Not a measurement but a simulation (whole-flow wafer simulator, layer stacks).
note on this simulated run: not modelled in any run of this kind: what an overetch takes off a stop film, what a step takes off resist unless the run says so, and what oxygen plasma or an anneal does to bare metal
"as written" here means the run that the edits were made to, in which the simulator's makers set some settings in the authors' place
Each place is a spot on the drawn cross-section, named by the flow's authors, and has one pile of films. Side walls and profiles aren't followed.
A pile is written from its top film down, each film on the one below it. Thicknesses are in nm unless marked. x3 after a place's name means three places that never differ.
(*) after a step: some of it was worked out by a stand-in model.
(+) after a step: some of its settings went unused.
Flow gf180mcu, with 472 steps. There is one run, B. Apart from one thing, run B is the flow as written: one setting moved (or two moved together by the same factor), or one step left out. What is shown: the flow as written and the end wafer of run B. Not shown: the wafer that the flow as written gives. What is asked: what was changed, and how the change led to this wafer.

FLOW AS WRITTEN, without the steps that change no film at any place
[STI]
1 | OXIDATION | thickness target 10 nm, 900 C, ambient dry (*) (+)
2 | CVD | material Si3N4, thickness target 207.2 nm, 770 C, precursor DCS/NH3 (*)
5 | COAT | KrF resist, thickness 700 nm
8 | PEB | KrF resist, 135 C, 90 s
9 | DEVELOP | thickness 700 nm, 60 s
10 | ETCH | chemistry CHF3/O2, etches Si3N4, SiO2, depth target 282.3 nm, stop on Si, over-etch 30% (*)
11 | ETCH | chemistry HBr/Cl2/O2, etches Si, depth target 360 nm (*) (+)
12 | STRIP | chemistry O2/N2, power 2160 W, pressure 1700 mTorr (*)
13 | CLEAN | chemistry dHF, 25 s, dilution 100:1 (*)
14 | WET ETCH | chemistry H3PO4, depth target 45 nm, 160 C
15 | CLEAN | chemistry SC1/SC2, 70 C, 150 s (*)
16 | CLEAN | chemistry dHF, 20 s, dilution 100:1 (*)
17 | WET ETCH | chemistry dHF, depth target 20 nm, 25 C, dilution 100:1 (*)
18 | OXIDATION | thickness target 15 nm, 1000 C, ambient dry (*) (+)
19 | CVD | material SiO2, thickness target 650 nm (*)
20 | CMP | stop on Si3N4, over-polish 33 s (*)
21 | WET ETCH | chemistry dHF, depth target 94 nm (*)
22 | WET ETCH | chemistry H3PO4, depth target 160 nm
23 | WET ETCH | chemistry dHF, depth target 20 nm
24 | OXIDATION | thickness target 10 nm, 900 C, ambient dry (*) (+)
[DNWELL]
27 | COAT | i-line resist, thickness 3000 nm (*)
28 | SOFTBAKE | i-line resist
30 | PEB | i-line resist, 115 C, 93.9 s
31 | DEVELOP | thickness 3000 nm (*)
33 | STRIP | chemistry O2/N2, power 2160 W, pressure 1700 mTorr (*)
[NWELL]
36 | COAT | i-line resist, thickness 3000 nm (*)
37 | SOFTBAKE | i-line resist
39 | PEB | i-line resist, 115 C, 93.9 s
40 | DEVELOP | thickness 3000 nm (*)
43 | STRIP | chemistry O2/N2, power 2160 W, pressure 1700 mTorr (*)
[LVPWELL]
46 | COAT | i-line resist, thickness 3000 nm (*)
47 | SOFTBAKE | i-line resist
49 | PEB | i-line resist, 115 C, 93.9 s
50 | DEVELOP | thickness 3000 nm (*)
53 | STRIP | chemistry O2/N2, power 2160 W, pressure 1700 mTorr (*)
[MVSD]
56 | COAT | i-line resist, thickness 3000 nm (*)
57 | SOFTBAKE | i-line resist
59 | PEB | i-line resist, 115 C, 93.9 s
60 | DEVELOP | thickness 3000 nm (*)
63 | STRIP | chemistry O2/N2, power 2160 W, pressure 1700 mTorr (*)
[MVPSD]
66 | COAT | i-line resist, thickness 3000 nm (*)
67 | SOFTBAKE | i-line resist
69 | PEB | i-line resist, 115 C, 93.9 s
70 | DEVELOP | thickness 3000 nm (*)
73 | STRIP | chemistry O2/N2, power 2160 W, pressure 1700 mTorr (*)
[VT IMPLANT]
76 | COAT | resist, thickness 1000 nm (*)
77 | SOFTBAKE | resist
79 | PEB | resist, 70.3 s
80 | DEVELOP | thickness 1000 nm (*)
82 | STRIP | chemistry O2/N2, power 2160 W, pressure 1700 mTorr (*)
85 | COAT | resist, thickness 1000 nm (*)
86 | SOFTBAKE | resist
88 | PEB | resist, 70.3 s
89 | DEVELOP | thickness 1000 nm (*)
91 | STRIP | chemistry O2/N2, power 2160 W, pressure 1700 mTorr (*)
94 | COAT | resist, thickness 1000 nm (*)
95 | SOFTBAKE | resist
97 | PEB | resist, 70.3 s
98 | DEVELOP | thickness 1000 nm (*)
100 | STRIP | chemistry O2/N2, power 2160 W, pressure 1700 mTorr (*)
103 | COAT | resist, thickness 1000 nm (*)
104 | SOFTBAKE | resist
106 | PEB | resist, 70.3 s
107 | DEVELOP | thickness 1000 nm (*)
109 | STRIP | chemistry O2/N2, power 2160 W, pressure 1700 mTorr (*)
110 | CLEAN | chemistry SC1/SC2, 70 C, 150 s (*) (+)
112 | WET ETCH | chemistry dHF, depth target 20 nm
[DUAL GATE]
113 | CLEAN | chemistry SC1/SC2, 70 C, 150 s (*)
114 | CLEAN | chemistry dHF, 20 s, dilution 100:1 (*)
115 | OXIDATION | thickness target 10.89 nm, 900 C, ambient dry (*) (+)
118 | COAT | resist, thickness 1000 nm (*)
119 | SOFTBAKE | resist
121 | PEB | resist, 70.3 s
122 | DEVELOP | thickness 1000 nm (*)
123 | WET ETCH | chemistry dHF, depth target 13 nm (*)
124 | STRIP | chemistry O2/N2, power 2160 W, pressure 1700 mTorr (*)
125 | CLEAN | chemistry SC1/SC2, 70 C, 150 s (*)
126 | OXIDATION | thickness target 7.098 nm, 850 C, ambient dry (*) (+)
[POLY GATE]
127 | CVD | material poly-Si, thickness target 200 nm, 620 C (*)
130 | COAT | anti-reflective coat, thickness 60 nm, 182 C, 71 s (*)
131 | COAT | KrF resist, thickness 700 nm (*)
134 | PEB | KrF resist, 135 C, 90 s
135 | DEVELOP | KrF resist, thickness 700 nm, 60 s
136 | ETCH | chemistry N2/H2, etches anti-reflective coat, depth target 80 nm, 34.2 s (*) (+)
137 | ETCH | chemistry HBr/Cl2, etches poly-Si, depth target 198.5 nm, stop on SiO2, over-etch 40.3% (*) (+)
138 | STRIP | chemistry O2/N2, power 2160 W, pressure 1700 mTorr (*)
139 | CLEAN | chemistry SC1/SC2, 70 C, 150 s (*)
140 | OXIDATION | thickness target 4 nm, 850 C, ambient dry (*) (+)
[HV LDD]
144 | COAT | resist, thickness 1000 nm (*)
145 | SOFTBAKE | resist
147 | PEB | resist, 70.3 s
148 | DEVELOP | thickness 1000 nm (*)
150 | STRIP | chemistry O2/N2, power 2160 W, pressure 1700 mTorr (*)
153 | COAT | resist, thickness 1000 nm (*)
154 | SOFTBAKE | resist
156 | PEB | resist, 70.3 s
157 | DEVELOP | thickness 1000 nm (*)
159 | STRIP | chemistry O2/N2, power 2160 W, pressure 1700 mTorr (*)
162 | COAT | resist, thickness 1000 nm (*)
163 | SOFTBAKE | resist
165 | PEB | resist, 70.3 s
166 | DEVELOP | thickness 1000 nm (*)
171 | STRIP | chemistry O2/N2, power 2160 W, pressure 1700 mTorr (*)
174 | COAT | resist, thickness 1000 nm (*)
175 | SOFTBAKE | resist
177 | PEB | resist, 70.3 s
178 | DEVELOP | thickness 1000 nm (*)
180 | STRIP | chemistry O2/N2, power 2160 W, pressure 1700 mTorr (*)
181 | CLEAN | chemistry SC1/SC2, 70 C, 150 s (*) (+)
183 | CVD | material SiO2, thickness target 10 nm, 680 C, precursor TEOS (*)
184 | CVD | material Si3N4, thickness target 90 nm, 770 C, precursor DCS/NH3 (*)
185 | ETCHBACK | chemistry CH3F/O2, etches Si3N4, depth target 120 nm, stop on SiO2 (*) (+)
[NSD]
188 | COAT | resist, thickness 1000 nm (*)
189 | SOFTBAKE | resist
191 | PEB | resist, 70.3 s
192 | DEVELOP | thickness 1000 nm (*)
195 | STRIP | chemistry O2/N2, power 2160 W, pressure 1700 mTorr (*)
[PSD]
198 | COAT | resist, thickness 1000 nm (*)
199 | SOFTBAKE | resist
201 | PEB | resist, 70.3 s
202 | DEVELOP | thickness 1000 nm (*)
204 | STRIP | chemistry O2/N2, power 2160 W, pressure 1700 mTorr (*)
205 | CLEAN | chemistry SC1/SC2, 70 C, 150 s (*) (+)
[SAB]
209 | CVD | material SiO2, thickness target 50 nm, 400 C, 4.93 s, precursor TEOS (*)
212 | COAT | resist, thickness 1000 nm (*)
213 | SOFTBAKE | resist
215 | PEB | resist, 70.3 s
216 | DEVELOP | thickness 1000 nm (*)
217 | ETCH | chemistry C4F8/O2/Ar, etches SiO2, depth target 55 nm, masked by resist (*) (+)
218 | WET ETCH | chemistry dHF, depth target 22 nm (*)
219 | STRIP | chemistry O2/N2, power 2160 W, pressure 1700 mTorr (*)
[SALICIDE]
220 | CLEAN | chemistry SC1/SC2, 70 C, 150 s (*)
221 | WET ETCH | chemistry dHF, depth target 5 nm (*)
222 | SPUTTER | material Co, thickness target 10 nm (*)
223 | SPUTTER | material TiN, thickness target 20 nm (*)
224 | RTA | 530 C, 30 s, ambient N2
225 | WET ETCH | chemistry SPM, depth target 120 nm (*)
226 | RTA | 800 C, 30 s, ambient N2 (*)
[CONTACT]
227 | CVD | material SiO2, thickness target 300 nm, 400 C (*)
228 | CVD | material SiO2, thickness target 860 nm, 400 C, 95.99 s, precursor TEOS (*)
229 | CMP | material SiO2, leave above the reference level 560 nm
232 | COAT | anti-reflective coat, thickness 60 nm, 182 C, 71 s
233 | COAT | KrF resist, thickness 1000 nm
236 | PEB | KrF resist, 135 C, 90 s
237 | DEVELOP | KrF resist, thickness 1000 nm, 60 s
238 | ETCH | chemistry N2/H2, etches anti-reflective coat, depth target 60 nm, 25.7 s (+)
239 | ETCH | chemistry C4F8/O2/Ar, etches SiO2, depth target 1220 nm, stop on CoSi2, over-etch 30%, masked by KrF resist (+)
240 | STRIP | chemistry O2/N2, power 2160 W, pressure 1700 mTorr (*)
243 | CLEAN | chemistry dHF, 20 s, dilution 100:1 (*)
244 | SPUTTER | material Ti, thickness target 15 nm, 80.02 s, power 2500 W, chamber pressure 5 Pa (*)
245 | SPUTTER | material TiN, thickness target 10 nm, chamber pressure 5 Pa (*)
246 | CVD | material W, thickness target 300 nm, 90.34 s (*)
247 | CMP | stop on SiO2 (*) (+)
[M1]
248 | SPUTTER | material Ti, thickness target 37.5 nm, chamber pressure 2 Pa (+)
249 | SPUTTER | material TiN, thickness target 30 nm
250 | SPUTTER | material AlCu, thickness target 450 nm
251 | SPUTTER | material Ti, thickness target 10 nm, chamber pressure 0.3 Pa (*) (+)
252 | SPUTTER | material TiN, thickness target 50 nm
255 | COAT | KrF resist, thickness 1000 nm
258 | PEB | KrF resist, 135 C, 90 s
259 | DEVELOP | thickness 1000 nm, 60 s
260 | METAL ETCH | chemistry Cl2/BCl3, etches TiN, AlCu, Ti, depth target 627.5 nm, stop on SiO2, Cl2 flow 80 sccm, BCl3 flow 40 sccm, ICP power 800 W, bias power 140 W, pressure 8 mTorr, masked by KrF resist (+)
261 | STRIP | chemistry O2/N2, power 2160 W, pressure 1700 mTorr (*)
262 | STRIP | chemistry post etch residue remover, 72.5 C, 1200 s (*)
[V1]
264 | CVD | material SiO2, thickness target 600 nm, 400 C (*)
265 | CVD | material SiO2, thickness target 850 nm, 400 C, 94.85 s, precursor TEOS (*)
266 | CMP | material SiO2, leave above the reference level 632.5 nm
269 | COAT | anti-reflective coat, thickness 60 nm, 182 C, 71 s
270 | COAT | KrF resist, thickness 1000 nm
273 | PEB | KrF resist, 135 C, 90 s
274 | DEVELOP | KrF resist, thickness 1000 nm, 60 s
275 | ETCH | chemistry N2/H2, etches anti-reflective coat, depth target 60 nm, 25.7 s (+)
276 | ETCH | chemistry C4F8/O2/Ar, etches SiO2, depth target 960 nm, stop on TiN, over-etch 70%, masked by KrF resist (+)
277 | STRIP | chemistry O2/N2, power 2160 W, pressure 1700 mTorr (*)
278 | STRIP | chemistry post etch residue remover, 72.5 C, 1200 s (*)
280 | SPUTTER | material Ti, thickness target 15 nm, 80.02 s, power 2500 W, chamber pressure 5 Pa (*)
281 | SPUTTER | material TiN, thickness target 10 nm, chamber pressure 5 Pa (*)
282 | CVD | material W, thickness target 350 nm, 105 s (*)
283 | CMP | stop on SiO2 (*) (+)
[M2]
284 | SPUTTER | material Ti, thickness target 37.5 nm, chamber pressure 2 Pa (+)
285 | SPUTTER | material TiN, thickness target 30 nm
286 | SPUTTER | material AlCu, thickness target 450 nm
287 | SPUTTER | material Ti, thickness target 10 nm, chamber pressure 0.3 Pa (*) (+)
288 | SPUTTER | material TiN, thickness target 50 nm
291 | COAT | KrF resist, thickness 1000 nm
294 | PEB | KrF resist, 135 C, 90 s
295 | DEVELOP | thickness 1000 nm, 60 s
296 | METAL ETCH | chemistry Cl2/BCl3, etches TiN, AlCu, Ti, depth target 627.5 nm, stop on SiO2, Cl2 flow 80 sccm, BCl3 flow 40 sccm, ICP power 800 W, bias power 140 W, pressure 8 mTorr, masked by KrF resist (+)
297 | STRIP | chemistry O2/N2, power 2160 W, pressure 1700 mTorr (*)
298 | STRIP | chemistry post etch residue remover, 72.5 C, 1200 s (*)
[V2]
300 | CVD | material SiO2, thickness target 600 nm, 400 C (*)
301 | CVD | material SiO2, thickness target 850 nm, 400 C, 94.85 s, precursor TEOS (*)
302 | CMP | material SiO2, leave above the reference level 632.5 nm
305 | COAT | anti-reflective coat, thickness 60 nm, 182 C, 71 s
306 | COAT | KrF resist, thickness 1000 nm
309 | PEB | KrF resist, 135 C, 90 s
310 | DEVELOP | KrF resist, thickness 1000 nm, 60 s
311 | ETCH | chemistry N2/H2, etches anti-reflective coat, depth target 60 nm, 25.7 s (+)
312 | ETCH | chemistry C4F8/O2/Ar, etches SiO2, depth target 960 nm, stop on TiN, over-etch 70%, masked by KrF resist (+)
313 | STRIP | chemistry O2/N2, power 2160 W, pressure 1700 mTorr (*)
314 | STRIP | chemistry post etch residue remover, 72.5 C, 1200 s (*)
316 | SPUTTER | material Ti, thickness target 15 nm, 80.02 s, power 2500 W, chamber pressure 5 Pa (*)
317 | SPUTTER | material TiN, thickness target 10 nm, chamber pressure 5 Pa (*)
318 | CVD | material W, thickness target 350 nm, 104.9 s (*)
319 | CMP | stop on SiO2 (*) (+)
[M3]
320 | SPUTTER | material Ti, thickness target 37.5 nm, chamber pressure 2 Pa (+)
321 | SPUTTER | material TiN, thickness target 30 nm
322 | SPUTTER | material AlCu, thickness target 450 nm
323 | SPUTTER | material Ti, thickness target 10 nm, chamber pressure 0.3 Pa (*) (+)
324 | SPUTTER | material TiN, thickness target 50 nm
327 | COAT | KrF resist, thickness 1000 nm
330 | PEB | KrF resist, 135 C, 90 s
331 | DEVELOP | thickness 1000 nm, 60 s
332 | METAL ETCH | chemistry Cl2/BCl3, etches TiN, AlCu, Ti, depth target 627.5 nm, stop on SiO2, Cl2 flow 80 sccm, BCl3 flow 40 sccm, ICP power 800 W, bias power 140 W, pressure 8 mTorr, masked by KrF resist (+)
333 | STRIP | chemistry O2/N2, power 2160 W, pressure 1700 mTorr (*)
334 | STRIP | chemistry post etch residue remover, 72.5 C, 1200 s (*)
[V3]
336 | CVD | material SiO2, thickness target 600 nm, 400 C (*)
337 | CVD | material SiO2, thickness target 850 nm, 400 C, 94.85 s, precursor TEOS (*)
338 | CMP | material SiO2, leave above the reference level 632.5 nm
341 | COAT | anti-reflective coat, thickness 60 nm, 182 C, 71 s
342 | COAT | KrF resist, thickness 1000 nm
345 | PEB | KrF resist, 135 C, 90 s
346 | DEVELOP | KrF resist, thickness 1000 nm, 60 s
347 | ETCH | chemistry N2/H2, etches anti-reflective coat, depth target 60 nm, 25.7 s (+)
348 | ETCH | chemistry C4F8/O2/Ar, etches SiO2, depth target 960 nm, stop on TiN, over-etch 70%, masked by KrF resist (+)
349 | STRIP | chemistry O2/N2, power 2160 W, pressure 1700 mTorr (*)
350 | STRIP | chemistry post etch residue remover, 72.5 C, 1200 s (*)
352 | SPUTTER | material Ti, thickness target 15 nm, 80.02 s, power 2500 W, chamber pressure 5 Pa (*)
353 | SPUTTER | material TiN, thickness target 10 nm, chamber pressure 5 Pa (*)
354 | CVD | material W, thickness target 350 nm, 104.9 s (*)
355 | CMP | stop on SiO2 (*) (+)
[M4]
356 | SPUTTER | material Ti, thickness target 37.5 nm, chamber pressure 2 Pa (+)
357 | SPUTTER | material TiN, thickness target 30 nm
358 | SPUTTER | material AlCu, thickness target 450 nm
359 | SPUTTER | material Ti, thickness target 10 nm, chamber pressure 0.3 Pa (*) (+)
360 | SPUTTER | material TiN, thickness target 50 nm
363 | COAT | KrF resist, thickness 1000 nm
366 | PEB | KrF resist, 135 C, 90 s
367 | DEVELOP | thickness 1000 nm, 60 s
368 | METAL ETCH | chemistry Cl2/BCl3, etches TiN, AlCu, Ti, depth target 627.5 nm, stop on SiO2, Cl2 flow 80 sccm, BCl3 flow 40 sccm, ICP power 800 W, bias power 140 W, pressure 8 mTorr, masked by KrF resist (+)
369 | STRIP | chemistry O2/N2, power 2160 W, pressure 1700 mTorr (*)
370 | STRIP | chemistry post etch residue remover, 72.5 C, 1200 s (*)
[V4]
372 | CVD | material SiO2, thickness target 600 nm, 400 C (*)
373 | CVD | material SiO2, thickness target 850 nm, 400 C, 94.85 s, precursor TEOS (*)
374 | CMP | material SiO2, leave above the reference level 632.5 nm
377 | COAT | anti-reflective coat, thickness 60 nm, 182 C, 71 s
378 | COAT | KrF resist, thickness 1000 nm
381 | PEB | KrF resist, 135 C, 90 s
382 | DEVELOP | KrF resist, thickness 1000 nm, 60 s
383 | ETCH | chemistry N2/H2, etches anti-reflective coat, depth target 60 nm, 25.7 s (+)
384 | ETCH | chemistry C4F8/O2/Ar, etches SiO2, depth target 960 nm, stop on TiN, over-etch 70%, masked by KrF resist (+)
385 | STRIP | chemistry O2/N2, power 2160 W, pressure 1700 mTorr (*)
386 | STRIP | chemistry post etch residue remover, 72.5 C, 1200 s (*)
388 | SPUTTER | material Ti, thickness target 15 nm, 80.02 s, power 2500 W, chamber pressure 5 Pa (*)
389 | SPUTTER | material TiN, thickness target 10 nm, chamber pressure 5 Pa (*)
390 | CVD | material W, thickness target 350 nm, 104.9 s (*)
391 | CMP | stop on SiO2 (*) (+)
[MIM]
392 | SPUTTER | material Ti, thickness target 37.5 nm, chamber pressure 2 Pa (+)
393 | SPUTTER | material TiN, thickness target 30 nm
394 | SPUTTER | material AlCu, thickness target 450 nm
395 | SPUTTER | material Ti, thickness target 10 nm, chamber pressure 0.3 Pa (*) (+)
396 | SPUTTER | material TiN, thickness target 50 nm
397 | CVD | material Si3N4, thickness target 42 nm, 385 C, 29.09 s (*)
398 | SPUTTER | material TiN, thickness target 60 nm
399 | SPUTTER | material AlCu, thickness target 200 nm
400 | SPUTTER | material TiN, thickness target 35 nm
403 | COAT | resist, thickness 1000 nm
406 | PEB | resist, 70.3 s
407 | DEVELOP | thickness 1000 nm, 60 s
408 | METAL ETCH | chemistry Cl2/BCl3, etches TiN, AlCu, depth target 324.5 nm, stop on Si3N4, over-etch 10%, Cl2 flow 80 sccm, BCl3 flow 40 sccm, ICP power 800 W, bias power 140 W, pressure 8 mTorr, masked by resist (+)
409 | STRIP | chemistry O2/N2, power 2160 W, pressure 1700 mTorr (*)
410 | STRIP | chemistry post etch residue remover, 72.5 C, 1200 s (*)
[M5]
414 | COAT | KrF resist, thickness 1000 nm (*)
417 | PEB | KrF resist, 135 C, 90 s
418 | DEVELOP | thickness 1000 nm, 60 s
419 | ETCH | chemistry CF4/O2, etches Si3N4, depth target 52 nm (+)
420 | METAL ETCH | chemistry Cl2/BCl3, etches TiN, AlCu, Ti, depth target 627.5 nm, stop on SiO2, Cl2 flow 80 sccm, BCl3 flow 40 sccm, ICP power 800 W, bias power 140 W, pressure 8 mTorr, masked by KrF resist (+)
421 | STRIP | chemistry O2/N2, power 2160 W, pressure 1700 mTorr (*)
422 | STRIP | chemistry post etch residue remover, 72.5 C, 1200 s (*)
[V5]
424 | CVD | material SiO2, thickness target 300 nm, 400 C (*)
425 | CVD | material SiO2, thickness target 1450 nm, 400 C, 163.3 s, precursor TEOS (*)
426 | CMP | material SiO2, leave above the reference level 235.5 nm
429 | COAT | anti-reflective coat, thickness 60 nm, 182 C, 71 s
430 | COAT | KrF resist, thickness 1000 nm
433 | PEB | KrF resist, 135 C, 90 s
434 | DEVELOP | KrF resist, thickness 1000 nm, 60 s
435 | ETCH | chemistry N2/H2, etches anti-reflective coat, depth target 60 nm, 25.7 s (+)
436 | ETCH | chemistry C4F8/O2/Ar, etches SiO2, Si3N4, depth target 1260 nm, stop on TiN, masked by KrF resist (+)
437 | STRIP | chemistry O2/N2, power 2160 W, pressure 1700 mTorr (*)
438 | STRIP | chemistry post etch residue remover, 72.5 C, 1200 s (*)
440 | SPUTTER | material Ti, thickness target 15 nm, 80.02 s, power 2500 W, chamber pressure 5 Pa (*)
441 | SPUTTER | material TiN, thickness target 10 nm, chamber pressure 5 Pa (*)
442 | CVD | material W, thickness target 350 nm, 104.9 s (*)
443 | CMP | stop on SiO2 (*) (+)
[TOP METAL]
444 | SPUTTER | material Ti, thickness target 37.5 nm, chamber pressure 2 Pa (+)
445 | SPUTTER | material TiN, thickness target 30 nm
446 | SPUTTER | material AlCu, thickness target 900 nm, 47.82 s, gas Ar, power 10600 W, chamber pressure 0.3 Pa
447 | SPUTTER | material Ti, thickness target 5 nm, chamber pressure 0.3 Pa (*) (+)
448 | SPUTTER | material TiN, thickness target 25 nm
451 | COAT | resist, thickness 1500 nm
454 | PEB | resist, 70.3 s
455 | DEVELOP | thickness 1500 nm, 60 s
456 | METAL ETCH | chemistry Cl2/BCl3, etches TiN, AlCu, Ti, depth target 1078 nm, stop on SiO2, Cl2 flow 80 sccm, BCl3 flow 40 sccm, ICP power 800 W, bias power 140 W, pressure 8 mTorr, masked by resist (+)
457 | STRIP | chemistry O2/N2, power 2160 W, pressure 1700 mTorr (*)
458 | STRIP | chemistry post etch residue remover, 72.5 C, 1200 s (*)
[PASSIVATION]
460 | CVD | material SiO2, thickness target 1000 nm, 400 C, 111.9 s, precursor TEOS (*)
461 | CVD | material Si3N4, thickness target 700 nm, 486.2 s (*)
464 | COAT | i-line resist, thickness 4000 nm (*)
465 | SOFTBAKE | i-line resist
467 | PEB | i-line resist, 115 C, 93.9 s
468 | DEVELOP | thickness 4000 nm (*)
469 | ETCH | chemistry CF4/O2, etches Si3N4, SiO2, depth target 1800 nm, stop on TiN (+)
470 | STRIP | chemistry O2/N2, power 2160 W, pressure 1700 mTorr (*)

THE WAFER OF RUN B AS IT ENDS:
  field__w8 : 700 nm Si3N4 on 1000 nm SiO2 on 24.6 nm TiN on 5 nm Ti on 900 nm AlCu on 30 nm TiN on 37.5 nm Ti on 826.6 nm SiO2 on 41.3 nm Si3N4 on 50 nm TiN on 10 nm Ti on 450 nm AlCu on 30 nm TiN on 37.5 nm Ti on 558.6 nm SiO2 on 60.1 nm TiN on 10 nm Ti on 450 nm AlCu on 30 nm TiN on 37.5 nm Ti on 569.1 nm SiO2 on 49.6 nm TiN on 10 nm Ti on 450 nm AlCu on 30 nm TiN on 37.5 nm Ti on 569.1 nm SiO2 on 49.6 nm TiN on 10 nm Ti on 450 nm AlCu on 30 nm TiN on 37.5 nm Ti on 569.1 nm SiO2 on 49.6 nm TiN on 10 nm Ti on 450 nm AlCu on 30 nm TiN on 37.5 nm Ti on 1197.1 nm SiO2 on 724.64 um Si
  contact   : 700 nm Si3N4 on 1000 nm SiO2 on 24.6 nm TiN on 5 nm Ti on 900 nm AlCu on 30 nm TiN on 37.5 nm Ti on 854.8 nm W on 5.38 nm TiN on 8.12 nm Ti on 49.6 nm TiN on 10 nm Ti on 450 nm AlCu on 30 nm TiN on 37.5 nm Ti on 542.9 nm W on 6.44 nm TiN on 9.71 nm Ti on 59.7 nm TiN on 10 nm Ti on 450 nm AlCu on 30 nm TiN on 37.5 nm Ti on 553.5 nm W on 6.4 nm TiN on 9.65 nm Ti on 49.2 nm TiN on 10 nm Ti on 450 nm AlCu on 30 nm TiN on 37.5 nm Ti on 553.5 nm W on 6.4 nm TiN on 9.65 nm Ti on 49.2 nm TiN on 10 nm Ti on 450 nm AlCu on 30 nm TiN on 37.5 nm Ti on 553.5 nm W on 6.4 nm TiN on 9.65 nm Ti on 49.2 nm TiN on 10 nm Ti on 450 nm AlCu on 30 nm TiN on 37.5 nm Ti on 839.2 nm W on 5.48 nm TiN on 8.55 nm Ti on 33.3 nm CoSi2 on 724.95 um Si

What caused this: step 360, SPUTTER: thickness target 60.5 nm was run, though the flow has thickness target 50 nm.

The path from the change to this, step by step:
  360 | SPUTTER | material TiN, thickness target 50 nm
      field, field__w1, field__w2 and 108 more: TiN gains 60.5 (new film) (as written it would have been: TiN gains 50 (new film))
  368 | METAL ETCH | chemistry Cl2/BCl3, etches TiN, AlCu, Ti, depth target 627.5 nm, stop on SiO2, Cl2 flow 80 sccm, BCl3 flow 40 sccm, ICP power 800 W, bias power 140 W, pressure 8 mTorr, masked by KrF resist (+)
      field, field__w1, field__w2 and 103 more: TiN loses 60.5 (all of it), Ti loses 10 (all of it), AlCu loses 450 (all of it), TiN loses 30 (all of it), Ti loses 37.5 (all of it) (as written it would have been: TiN loses 50 (all of it), Ti loses 10 (all of it), AlCu loses 450 (all of it), TiN loses 30 (all of it), Ti loses 37.5 (all of it))
